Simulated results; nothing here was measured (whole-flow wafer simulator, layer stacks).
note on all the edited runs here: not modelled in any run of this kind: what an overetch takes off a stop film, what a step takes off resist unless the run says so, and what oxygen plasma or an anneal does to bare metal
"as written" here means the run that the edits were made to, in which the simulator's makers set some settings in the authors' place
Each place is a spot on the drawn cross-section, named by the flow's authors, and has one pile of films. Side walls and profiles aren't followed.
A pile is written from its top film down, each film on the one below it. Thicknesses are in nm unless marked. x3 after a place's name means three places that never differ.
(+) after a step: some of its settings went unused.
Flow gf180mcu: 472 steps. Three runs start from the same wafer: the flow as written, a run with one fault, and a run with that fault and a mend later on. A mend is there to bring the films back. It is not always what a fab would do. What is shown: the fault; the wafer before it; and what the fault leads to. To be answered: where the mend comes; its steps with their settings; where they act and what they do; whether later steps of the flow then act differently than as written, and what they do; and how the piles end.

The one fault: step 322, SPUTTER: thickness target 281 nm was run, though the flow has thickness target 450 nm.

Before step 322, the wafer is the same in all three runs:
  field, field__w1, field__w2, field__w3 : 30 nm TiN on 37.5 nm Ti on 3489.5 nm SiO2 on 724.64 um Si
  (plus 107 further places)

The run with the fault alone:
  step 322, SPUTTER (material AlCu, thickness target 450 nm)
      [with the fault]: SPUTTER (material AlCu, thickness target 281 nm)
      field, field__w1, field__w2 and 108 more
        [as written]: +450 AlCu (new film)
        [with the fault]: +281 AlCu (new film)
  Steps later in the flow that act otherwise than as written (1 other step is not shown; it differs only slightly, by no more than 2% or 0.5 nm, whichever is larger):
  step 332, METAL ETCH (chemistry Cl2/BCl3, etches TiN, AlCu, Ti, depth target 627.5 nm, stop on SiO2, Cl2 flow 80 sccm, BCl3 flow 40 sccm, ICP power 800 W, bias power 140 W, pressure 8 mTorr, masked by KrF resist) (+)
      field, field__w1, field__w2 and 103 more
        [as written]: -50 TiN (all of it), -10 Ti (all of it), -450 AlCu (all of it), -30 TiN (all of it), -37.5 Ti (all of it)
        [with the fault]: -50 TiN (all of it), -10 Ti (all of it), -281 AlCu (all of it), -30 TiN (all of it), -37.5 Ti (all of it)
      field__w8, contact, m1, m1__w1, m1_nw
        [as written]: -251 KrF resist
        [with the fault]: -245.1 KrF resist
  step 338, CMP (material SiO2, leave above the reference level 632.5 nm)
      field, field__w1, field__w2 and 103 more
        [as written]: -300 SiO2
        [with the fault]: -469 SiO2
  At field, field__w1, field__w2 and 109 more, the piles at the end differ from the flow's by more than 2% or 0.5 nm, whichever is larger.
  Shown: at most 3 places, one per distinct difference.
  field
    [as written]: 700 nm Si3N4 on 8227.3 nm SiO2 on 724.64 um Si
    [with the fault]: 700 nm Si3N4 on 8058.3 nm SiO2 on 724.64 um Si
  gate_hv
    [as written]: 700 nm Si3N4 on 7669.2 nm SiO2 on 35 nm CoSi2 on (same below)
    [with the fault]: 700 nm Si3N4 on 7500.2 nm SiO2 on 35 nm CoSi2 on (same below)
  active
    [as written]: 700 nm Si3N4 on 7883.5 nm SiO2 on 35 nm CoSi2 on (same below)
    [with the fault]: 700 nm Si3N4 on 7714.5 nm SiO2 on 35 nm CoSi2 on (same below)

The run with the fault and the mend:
  The mend follows step 322.
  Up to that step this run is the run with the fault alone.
  step 322a, SPUTTER (material AlCu, thickness target 169 nm) (the flow's step 322 again, with other settings)
      field, field__w1, field__w2 and 108 more
        +169 AlCu
  None of the later steps of the flow acts differently than as written at any place that is followed.
  The piles end the same as the flow's at every place that both follow.
